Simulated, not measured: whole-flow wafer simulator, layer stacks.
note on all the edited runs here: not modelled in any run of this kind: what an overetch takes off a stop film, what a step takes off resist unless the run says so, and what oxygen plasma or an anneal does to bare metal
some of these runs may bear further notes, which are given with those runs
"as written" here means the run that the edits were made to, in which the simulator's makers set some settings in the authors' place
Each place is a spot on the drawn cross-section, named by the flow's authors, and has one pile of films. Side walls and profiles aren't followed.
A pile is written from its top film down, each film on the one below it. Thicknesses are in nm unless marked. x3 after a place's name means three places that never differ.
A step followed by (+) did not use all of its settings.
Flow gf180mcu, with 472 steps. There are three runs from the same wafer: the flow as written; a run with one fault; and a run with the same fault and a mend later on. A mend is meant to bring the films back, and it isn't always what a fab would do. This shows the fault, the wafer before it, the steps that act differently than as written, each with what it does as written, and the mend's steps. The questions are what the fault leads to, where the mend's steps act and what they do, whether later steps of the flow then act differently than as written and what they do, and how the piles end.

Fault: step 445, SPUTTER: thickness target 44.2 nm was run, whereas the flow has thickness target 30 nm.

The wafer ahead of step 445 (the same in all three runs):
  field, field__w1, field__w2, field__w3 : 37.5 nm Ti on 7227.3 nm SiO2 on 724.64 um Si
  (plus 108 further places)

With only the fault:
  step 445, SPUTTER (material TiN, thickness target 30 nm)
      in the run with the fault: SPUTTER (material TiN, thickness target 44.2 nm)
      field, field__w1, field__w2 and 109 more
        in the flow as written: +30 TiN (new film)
        in the run with the fault: +44.2 TiN (new film)
  Later steps of the flow acting differently than as written (4 more steps, not shown, differ only slightly: by at most 2% or 0.5 nm, whichever is larger):
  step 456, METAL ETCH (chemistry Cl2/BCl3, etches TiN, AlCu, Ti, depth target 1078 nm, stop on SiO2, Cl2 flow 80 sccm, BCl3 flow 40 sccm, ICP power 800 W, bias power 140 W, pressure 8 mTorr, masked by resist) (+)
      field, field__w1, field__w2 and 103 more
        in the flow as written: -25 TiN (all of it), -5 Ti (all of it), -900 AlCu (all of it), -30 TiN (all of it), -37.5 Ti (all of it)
        in the run with the fault: -25 TiN (all of it), -5 Ti (all of it), -900 AlCu (all of it), -44.2 TiN (all of it), -37.5 Ti (all of it)
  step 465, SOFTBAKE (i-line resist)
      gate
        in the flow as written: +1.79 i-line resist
        in the run with the fault: -0.23 i-line resist
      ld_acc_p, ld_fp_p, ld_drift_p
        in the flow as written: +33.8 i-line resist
        in the run with the fault: +27.5 i-line resist
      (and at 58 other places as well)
  At field__w8, contact, m1, m1__w1, pad, m1_nw, the piles at the end differ from the flow's by more than 2% or 0.5 nm, whichever is larger.
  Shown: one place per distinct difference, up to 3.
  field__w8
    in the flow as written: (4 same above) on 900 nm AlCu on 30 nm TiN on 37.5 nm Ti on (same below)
    in the run with the fault: (4 same above) on 900 nm AlCu on 44.2 nm TiN on 37.5 nm Ti on (same below)
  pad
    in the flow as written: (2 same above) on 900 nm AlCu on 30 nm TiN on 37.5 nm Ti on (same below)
    in the run with the fault: (2 same above) on 900 nm AlCu on 44.2 nm TiN on 37.5 nm Ti on (same below)

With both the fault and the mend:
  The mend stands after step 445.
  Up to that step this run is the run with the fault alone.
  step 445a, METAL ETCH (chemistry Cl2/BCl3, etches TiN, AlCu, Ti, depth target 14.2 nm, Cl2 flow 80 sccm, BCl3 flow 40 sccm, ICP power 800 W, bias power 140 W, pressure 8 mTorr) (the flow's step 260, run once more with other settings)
      field, field__w1, field__w2 and 109 more
        -14.2 TiN
  Later steps of the flow that are run all act as written at every place that is followed.
  At every place that both follow, the piles at the end match the flow's.
